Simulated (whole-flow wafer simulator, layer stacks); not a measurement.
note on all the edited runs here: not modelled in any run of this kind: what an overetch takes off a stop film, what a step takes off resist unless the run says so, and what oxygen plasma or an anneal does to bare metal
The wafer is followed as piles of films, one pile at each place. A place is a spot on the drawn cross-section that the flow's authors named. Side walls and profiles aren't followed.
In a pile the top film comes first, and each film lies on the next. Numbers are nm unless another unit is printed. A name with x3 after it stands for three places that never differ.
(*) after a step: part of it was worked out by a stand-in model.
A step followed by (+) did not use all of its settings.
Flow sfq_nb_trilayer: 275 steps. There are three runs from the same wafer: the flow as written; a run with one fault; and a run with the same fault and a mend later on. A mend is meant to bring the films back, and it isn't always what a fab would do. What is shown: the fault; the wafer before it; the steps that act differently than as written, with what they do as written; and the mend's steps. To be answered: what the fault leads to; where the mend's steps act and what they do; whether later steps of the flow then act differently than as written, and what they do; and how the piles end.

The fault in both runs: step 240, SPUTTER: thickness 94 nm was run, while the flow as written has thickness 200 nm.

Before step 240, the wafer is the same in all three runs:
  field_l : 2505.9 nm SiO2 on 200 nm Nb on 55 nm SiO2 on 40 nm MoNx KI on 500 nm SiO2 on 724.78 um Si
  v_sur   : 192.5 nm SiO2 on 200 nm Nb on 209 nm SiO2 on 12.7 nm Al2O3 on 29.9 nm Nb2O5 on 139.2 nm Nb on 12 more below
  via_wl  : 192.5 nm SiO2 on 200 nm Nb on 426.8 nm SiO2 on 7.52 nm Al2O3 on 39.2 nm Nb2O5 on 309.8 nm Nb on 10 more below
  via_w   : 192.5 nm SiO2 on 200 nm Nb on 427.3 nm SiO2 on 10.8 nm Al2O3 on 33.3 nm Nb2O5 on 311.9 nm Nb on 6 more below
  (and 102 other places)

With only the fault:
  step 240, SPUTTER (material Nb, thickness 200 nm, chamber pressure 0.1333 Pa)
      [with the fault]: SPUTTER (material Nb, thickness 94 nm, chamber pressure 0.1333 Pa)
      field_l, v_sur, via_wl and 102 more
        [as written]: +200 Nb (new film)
        [with the fault]: +94 Nb (new film)
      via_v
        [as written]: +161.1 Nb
        [with the fault]: +75.6 Nb
  Steps later in the flow that act otherwise than as written (3 more steps, not shown, differ only slightly: by at most 2% or 0.5 nm, whichever is larger):
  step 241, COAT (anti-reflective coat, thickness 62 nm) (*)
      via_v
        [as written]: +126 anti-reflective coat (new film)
        [with the fault]: +120.1 anti-reflective coat (new film)
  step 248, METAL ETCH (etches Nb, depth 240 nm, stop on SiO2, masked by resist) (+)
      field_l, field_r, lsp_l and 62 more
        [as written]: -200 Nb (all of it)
        [with the fault]: -94 Nb (all of it)
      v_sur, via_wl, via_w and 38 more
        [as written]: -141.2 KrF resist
        [with the fault]: -82.9 KrF resist
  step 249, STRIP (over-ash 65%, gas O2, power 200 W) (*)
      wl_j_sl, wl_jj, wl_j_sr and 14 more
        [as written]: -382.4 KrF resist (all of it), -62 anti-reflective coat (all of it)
        [with the fault]: -440.6 KrF resist (all of it), -62 anti-reflective coat (all of it)
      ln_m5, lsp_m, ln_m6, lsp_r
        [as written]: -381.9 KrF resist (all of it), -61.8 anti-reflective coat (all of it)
        [with the fault]: -440.2 KrF resist (all of it), -61.8 anti-reflective coat (all of it)
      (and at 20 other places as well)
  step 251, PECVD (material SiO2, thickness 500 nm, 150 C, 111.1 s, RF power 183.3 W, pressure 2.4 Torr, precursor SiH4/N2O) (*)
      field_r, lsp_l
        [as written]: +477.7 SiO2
        [with the fault]: +489.5 SiO2
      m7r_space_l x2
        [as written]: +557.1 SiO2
        [with the fault]: +500 SiO2
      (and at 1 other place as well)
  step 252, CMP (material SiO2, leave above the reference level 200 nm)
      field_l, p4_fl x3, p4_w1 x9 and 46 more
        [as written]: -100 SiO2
        [with the fault]: -206 SiO2
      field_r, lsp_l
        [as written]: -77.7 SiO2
        [with the fault]: -195.5 SiO2
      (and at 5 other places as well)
  The piles end different from the flow's at field_l, v_sur, via_wl and 103 more by more than 2% or 0.5 nm, whichever is larger.
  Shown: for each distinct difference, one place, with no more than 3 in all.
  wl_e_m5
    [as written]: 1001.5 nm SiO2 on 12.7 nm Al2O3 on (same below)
    [with the fault]: 895.5 nm SiO2 on 12.7 nm Al2O3 on (same below)
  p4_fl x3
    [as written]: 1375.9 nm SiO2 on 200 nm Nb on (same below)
    [with the fault]: 1269.9 nm SiO2 on 200 nm Nb on (same below)
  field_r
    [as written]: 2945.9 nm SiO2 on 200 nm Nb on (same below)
    [with the fault]: 2839.9 nm SiO2 on 200 nm Nb on (same below)

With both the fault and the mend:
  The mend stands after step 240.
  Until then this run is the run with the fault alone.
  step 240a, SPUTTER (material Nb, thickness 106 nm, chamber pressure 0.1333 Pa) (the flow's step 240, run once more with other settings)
      field_l, v_sur, via_wl and 102 more
        +106 Nb
      via_v
        +83.3 Nb
  Every later step of the flow that is run acts as written, at every place that is followed, to within 2% or 0.5 nm, whichever is larger.
  When the end is reached, the piles differ only a little from the flow's at the places that both follow, at most by 2% or 0.5 nm, whichever is larger.
